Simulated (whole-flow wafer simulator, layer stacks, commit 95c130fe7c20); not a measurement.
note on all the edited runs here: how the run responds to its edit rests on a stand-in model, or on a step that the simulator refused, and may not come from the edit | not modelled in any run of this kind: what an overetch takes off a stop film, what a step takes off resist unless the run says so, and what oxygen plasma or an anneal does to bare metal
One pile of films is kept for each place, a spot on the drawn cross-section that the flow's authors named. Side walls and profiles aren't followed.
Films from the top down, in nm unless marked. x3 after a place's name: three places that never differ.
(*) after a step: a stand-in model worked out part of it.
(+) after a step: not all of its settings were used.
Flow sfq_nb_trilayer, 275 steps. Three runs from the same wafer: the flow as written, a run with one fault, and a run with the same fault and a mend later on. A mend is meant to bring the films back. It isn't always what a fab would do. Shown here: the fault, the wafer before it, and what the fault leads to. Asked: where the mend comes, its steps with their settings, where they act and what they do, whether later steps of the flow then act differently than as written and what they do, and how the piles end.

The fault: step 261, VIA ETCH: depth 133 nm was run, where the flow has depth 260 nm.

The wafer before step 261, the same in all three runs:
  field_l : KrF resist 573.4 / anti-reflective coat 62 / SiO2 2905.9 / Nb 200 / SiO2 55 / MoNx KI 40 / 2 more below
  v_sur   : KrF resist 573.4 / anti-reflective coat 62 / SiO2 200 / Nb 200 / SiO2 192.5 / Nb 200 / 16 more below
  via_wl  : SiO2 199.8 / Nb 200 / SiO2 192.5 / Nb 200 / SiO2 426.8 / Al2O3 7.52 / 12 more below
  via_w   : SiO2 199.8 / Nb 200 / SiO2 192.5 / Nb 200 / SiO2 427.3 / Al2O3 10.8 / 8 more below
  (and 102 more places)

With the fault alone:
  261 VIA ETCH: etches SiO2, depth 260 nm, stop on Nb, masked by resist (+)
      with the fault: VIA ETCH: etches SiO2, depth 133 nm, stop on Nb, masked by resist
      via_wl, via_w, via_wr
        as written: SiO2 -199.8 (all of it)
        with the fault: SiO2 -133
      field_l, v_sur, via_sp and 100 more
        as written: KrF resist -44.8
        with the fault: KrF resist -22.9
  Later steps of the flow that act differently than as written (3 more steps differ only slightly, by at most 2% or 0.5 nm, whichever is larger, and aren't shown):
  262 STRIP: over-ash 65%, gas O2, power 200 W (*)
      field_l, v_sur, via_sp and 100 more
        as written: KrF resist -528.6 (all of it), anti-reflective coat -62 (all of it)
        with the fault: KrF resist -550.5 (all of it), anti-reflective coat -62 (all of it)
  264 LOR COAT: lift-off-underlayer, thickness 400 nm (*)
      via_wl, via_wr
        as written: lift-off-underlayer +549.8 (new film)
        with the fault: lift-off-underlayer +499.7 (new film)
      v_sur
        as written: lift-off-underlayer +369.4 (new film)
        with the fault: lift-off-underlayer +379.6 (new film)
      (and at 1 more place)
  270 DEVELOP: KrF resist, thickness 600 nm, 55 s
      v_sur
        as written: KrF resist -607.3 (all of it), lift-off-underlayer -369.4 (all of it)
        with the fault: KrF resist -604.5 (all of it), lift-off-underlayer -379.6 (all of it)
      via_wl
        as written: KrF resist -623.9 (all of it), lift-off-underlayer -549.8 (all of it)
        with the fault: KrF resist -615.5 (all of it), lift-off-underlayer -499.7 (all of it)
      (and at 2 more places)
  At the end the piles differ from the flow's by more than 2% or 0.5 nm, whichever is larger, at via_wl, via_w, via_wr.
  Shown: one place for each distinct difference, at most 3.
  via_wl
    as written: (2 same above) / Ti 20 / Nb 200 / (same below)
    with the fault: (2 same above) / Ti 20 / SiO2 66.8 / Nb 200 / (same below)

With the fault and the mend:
  The mend comes after step 262.
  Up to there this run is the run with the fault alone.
  262a COAT: anti-reflective coat, thickness 62 nm (*) (the flow's step 254 once more)
      p4_fl x3, p4_w1 x9, p4_g1 x2 and 63 more
        anti-reflective coat +62 (new film)
      moat, field_r, lsp_l and 6 more
        anti-reflective coat +61.8 (new film)
      c5j, ce_r, sp_r, be_r, r_sur, res, r_end
        anti-reflective coat +61.7 (new film)
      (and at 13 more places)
  262b COAT: KrF resist, thickness 650 nm (*) (the flow's step 255 once more)
      p4_fl x3, p4_w1 x9, p4_g1 x2 and 63 more
        KrF resist +650 (new film)
      moat, field_r, lsp_l, ln_m5, lsp_m, ln_m6, lsp_r, l0_sur
        KrF resist +649.5 (new film)
      r_sur, res, r_end, l0v
        KrF resist +649.4 (new film)
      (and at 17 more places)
  262c SOFTBAKE: KrF resist (the flow's step 256 once more)
      changes no film at any place that is followed
  262d EXPOSE: photomask I7, dose 11.93 mJ/cm2, NA 0.6, wavelength 248 nm (*) (the flow's step 257 once more)
      changes no film at any place that is followed
  262e PEB: KrF resist, 90 s (the flow's step 258 once more)
      jj_sur, ce_l, c5j and 92 more
        KrF resist -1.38
      v_sur, via_v, wire, be, be_sur, gap
        KrF resist -1.37
      field_l, via_sp
        KrF resist -1.36
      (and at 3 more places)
  262f DEVELOP: KrF resist, thickness 650 nm, 60 s (the flow's step 259 once more)
      field_l, v_sur, via_sp and 100 more
        KrF resist -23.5
      via_wl
        KrF resist -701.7 (all of it)
      via_w
        KrF resist -736.5 (all of it)
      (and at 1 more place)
  262g VIA ETCH: etches anti-reflective coat, depth 125 nm, masked by resist (+) (the flow's step 260 once more)
      field_l, v_sur, via_sp and 100 more
        KrF resist -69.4
      via_wl, via_wr
        anti-reflective coat -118 (all of it)
      via_w
        anti-reflective coat -79 (all of it), SiO2 -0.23
  262h VIA ETCH: etches SiO2, depth 127 nm, stop on Nb, masked by resist (+) (the flow's step 261 once more, with other settings)
      field_l, v_sur, via_sp and 100 more
        KrF resist -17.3
      via_wl, via_wr
        SiO2 -66.8 (all of it)
      via_w
        SiO2 -66.6 (all of it)
  262i STRIP: over-ash 65%, gas O2, power 200 W (*) (the flow's step 262 once more)
      p4_fl x3, p4_w1 x9, p4_g1 x2 and 63 more
        KrF resist -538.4 (all of it), anti-reflective coat -62 (all of it)
      moat, field_r, lsp_l, ln_m5, lsp_m, ln_m6, lsp_r, l0_sur
        KrF resist -537.9 (all of it), anti-reflective coat -61.8 (all of it)
      r_sur, res, r_end
        KrF resist -537.8 (all of it), anti-reflective coat -61.7 (all of it)
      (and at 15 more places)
  No later step of the flow acts differently than as written at any place that is followed.
  At the end the piles are the same as the flow's at every place that both follow.
